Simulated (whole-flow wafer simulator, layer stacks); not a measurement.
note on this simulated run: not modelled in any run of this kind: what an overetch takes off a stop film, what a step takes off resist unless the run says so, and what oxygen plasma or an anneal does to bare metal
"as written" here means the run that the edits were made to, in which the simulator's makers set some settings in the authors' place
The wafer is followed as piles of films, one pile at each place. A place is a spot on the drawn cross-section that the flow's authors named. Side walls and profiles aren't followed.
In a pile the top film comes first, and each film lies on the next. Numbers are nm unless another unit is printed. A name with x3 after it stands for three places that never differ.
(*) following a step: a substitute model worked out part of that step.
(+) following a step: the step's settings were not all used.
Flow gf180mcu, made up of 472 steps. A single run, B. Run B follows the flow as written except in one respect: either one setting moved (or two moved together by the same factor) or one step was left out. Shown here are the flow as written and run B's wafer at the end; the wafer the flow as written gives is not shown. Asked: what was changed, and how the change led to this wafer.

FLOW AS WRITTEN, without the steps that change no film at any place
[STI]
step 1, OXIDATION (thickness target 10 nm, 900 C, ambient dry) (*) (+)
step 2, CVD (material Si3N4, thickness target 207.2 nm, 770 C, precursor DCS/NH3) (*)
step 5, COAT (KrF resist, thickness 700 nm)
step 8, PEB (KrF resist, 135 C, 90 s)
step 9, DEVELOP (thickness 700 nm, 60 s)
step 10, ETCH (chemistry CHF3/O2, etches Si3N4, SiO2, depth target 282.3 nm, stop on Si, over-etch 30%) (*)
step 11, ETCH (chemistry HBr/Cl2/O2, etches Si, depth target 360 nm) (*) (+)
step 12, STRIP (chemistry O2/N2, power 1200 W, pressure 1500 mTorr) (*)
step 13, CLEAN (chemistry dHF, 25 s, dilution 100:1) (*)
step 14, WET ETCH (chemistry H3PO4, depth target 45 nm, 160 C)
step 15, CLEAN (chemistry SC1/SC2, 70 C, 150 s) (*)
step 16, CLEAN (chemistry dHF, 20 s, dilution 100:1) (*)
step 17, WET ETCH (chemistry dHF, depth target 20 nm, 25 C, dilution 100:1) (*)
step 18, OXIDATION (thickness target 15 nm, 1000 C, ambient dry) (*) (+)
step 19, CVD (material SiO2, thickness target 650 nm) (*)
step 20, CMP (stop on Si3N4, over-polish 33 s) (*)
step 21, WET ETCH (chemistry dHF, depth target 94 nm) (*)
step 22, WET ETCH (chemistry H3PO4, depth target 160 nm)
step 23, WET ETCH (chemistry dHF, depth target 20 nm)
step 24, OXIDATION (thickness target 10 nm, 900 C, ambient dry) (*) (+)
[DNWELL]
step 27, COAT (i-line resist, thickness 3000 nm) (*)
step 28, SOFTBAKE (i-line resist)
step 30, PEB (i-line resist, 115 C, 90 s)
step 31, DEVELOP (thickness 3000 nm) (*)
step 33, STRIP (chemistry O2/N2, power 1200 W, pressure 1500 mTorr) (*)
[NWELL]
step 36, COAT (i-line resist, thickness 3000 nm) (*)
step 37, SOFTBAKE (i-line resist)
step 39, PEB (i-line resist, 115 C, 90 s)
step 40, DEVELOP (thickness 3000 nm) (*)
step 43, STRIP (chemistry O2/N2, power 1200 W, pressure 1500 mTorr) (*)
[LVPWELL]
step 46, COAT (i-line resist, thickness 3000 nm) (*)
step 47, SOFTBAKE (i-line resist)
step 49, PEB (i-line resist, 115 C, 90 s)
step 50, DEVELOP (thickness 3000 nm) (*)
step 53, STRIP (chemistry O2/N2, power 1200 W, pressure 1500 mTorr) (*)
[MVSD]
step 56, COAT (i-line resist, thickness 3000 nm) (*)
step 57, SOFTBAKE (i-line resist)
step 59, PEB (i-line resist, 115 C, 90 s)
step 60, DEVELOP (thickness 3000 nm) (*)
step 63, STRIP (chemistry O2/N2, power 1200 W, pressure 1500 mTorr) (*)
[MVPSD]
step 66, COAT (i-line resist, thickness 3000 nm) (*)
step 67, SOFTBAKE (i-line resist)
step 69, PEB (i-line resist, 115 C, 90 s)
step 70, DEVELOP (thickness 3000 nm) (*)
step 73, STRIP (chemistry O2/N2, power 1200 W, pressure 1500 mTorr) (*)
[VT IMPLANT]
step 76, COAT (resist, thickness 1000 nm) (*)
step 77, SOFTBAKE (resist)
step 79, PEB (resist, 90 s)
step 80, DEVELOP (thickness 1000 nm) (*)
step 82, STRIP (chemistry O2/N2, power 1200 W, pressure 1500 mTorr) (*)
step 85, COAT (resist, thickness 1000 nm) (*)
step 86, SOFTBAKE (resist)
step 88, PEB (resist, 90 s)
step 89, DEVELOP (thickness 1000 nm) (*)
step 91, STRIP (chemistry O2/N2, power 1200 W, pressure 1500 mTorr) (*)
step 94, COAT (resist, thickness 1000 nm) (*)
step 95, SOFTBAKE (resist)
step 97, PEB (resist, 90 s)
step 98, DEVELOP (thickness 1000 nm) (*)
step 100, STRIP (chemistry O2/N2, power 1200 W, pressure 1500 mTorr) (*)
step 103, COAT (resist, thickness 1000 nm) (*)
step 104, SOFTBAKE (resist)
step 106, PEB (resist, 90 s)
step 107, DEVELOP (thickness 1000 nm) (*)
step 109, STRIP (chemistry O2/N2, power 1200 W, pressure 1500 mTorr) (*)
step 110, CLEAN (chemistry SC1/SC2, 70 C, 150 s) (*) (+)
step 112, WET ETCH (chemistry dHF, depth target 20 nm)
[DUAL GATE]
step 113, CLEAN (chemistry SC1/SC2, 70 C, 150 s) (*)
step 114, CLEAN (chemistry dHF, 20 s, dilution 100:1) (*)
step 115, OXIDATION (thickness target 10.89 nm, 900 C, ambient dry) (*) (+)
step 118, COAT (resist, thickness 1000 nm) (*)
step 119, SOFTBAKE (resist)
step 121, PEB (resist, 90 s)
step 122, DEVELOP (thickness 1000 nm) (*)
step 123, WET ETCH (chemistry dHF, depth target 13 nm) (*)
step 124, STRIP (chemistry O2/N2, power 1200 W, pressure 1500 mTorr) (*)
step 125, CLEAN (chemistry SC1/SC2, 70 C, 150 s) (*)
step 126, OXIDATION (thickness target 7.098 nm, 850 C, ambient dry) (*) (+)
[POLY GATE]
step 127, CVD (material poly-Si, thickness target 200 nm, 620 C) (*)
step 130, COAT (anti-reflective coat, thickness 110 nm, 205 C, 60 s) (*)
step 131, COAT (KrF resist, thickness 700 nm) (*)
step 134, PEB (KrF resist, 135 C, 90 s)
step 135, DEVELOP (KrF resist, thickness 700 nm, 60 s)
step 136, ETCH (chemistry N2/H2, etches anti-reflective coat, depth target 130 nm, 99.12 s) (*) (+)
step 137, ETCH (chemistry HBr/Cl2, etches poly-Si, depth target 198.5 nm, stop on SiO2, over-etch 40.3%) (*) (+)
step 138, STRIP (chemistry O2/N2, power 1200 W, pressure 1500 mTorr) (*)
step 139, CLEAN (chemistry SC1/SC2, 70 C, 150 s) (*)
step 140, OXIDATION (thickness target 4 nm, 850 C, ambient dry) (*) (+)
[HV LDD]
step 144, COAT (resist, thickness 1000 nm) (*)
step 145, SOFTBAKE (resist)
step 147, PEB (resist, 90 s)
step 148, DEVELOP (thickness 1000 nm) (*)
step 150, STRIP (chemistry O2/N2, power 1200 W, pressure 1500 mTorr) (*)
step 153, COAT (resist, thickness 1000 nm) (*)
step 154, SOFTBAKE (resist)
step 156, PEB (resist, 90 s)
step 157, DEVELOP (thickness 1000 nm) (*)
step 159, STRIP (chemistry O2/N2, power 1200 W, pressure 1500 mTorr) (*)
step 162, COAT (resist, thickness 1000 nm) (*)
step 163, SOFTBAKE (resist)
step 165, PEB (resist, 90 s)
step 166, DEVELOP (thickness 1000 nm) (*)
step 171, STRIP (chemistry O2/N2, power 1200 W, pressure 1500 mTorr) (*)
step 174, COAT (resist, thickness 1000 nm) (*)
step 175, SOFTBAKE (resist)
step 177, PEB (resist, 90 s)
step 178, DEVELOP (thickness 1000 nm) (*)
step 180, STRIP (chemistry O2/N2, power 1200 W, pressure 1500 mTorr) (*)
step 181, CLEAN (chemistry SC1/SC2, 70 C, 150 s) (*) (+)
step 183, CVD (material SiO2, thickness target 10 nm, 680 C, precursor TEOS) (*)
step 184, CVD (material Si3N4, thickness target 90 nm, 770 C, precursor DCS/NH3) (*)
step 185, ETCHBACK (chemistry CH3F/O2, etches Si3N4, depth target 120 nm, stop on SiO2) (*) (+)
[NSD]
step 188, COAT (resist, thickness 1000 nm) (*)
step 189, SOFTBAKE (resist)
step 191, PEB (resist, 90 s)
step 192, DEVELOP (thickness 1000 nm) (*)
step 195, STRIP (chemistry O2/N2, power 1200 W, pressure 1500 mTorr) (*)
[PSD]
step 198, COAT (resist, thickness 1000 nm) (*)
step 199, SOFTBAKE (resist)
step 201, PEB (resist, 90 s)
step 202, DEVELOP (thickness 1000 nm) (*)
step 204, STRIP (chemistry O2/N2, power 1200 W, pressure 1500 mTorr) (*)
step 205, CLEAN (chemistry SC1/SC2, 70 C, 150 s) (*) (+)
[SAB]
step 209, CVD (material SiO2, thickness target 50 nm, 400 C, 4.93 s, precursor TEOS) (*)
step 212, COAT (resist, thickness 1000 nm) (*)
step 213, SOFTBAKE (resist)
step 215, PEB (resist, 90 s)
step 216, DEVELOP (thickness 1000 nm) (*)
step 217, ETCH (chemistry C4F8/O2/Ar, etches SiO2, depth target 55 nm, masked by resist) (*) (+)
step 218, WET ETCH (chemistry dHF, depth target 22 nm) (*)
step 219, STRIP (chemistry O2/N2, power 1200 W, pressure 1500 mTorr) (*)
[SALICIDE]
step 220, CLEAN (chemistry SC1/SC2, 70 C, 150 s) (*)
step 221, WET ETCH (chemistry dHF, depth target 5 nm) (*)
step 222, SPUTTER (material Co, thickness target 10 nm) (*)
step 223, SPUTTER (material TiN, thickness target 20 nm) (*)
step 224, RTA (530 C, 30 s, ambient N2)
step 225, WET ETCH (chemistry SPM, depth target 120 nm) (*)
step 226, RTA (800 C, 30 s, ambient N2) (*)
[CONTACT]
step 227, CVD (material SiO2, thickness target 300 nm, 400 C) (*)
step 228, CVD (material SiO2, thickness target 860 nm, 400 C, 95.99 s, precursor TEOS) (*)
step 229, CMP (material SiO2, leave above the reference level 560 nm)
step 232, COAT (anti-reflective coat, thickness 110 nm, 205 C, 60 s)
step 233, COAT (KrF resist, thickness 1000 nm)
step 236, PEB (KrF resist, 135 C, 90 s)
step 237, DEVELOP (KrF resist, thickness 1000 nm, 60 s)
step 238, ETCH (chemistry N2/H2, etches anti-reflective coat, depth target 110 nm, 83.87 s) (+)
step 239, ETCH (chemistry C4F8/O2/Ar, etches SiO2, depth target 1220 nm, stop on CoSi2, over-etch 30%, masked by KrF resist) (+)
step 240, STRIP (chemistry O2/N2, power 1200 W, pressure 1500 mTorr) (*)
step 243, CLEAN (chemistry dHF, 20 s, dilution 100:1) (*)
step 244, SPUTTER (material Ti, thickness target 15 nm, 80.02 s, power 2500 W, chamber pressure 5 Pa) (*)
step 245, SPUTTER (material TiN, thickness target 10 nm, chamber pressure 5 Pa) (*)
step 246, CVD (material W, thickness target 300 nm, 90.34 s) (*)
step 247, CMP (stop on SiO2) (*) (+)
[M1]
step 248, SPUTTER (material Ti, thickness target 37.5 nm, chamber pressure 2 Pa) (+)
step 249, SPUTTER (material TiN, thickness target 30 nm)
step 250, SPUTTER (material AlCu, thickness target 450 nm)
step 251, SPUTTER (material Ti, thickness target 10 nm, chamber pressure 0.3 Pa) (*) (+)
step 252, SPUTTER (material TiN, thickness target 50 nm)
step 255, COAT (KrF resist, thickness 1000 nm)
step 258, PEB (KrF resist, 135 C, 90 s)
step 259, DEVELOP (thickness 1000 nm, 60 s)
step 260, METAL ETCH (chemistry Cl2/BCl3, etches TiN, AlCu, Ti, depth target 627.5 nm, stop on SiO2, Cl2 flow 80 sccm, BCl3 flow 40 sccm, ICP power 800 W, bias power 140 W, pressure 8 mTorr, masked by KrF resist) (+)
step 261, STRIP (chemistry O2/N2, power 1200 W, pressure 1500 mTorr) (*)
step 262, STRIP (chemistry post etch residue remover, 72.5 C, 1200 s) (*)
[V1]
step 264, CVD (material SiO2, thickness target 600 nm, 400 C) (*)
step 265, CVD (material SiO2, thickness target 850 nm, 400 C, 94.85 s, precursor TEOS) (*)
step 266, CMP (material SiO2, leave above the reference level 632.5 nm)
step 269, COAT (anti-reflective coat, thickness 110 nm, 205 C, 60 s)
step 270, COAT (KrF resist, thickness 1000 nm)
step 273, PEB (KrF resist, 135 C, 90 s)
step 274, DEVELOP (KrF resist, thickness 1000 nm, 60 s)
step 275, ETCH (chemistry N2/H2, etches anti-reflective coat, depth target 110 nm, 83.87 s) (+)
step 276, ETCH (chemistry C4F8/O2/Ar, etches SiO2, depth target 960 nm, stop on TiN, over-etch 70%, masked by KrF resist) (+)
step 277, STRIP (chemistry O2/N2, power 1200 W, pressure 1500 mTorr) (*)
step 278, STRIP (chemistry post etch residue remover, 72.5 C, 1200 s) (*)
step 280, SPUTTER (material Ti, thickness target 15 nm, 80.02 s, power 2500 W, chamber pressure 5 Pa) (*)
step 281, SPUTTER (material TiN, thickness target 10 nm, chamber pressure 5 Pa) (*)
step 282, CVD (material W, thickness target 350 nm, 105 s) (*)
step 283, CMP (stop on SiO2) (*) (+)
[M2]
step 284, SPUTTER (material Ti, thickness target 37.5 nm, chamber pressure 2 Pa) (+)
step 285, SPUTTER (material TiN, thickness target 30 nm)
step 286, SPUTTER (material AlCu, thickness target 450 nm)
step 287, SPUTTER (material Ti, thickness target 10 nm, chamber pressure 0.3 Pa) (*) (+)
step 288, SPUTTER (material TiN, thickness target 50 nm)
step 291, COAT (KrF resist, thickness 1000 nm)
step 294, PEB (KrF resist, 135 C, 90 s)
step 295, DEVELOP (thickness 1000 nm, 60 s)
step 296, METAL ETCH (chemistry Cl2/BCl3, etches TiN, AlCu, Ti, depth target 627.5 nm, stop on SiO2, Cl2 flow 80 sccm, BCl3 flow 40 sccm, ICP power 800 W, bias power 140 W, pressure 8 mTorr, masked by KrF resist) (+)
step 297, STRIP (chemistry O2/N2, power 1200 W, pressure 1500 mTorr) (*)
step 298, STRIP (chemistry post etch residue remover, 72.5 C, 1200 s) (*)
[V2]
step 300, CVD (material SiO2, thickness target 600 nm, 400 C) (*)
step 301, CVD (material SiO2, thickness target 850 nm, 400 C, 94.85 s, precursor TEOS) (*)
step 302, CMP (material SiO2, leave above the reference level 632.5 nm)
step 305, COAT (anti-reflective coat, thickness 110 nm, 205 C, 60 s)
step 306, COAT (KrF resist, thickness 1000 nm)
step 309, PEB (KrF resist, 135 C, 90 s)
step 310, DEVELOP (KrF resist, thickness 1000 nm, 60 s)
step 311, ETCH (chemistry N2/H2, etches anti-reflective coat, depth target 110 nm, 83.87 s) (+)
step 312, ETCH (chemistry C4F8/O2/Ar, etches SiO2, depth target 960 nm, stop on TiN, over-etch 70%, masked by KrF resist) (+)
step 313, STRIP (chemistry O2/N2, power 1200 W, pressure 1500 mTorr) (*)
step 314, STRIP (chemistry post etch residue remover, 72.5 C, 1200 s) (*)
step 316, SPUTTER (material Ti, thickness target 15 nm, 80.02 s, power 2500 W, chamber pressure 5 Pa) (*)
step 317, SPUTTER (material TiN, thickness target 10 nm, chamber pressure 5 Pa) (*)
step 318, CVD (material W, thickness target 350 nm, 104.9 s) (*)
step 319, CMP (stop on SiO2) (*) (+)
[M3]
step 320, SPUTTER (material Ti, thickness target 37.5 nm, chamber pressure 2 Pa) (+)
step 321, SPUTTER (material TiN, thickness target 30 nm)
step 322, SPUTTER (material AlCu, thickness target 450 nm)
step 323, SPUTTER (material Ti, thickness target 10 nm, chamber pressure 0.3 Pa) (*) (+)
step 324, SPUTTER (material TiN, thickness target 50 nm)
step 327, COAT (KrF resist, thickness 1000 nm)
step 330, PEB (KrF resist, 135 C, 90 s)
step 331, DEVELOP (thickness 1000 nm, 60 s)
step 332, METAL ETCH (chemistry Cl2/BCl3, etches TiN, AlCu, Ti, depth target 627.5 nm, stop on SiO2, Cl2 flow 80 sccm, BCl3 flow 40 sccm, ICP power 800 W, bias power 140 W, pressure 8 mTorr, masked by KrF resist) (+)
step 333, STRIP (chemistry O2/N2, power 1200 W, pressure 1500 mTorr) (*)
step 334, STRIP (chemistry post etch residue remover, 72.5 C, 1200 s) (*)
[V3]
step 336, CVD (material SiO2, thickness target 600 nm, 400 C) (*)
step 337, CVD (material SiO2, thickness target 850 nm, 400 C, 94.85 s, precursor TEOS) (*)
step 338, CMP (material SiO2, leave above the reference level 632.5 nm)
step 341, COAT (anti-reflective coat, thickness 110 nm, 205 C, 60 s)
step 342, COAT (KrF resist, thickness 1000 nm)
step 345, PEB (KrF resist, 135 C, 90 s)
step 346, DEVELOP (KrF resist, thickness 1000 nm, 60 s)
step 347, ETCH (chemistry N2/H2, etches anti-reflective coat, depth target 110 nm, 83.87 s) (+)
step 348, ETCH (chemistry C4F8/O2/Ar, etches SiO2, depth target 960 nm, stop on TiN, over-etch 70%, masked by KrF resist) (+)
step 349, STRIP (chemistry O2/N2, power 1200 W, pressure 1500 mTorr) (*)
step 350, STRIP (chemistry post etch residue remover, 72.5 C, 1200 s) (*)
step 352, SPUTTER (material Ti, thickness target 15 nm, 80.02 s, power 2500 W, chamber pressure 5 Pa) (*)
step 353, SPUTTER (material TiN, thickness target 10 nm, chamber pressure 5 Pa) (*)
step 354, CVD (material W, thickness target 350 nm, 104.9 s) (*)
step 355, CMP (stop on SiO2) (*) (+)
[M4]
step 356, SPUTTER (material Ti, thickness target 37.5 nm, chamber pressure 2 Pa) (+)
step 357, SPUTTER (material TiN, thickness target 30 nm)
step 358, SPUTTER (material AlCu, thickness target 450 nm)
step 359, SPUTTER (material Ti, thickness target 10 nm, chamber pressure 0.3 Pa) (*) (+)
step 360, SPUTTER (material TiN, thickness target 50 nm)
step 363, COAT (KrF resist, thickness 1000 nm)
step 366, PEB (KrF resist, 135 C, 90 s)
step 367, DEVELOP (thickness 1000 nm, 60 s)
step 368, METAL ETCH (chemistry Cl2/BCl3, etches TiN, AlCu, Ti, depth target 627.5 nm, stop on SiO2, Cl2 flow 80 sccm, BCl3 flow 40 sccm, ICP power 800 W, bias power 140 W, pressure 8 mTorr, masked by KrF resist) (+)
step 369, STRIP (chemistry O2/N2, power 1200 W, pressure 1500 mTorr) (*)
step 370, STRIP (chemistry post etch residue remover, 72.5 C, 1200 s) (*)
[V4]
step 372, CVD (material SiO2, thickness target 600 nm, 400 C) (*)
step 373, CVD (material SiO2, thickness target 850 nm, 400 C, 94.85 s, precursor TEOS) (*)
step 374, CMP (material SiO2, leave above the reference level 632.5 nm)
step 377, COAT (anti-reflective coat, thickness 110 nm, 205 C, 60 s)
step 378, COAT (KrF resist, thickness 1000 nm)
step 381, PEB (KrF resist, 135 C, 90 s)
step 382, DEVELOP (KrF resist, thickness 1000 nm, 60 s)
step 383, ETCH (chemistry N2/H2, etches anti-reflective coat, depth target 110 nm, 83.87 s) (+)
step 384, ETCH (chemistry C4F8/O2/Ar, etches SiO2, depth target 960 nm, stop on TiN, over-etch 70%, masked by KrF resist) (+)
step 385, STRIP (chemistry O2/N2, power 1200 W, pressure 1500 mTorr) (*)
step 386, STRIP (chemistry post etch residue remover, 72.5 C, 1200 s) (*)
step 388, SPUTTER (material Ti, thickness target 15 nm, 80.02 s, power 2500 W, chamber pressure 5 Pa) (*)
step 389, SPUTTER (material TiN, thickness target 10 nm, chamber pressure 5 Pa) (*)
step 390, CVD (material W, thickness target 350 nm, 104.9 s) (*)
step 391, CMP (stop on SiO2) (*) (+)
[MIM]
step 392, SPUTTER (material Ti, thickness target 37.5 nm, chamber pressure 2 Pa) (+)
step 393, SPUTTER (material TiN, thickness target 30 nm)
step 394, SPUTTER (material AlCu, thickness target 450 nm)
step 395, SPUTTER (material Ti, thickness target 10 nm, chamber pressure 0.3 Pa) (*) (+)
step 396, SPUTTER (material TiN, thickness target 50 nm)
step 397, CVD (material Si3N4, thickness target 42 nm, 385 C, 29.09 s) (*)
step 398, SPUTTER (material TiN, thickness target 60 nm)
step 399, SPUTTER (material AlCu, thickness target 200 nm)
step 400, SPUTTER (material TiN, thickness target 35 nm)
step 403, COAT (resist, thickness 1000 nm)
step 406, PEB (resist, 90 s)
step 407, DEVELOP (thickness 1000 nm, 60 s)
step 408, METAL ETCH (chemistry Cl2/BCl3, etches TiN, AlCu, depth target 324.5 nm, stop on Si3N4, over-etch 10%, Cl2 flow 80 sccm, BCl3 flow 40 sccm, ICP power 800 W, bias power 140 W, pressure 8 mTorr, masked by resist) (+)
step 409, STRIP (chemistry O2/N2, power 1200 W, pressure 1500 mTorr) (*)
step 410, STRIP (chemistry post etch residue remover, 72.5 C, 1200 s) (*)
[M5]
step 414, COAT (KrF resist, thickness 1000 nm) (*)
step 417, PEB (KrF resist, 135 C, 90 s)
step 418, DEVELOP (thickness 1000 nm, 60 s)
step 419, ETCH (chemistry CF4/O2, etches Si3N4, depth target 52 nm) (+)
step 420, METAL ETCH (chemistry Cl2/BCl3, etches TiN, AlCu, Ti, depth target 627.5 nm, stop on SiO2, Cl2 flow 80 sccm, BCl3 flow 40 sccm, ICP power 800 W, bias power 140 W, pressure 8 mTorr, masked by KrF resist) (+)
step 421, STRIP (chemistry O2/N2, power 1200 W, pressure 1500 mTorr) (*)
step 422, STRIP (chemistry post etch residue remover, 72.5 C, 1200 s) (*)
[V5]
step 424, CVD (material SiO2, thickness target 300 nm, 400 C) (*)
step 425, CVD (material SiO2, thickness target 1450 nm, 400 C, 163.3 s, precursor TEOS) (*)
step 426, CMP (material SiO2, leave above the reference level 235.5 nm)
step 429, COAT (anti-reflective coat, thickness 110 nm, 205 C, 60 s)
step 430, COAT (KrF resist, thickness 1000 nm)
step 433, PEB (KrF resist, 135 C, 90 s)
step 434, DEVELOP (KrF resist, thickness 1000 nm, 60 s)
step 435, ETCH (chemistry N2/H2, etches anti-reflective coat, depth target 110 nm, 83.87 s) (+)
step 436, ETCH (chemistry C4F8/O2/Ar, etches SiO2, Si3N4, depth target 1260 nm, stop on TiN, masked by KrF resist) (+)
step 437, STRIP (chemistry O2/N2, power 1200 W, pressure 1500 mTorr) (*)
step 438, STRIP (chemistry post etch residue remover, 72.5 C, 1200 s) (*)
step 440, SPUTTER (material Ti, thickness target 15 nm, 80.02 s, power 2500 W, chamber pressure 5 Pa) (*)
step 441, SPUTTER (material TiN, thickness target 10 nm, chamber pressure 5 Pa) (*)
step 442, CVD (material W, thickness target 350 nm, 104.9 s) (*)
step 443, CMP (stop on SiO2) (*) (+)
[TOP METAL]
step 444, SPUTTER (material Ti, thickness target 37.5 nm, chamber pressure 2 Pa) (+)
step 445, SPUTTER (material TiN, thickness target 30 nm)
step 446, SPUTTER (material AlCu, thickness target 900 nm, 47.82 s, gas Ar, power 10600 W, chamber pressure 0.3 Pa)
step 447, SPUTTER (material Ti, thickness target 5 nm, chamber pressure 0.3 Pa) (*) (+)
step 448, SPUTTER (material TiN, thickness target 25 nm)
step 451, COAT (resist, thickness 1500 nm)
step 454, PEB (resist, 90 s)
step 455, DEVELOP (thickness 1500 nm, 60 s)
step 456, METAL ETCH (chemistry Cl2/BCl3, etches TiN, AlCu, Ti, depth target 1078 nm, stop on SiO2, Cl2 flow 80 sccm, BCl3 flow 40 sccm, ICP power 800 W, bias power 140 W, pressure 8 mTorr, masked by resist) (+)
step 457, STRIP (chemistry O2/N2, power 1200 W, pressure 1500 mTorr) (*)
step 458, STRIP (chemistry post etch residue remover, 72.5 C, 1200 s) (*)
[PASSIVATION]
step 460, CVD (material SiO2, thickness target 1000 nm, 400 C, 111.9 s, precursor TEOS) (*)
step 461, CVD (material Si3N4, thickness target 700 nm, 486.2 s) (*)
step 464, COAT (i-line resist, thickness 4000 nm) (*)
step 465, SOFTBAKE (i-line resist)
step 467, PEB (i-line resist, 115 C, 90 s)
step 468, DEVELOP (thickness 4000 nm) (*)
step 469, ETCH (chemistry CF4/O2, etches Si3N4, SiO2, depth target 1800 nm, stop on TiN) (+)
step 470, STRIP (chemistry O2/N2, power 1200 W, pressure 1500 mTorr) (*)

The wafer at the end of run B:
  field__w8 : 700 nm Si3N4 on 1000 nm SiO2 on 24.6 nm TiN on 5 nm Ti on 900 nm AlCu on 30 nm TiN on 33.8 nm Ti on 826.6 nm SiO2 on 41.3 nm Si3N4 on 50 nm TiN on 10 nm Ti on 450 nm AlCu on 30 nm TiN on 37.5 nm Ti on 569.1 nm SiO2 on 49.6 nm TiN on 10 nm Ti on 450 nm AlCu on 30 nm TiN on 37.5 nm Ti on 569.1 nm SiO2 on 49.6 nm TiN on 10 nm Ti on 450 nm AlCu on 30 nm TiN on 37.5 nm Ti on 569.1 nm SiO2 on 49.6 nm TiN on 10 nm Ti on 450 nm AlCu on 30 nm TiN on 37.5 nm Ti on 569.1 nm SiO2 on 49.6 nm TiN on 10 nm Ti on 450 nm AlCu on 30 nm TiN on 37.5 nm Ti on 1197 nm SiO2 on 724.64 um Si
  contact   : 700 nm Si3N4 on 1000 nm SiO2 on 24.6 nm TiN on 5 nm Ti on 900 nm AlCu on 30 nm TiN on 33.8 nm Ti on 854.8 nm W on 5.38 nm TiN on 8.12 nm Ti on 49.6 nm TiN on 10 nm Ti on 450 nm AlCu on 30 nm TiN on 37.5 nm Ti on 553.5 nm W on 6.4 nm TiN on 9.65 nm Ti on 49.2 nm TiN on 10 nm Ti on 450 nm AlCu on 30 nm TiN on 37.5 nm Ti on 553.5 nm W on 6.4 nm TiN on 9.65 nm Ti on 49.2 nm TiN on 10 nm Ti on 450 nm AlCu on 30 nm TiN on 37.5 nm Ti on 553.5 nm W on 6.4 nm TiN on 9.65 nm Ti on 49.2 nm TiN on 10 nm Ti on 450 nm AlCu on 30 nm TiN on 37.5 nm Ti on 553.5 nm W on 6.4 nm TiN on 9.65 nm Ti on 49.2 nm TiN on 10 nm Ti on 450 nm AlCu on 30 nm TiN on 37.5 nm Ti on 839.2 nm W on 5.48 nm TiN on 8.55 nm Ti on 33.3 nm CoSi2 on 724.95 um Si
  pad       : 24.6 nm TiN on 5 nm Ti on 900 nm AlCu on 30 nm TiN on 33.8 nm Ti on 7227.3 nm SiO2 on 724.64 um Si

What caused this: step 444, SPUTTER: thickness target 33.8 nm was run, while the flow as written has thickness target 37.5 nm.
The wafer itself shows it: field__w8 has Ti 33.8, and step 444 as written asks for 37.5 nm.

How this came from the change, step by step:
  step 444, SPUTTER (material Ti, thickness target 37.5 nm, chamber pressure 2 Pa) (+)
      field, field__w1, field__w2 and 109 more: +33.8 Ti (new film) (in the flow as written it would be: +37.5 Ti (new film))
  step 456, METAL ETCH (chemistry Cl2/BCl3, etches TiN, AlCu, Ti, depth target 1078 nm, stop on SiO2, Cl2 flow 80 sccm, BCl3 flow 40 sccm, ICP power 800 W, bias power 140 W, pressure 8 mTorr, masked by resist) (+)
      field, field__w1, field__w2 and 103 more: -25 TiN (all of it), -5 Ti (all of it), -900 AlCu (all of it), -30 TiN (all of it), -33.8 Ti (all of it) (in the flow as written it would be: -25 TiN (all of it), -5 Ti (all of it), -900 AlCu (all of it), -30 TiN (all of it), -37.5 Ti (all of it))
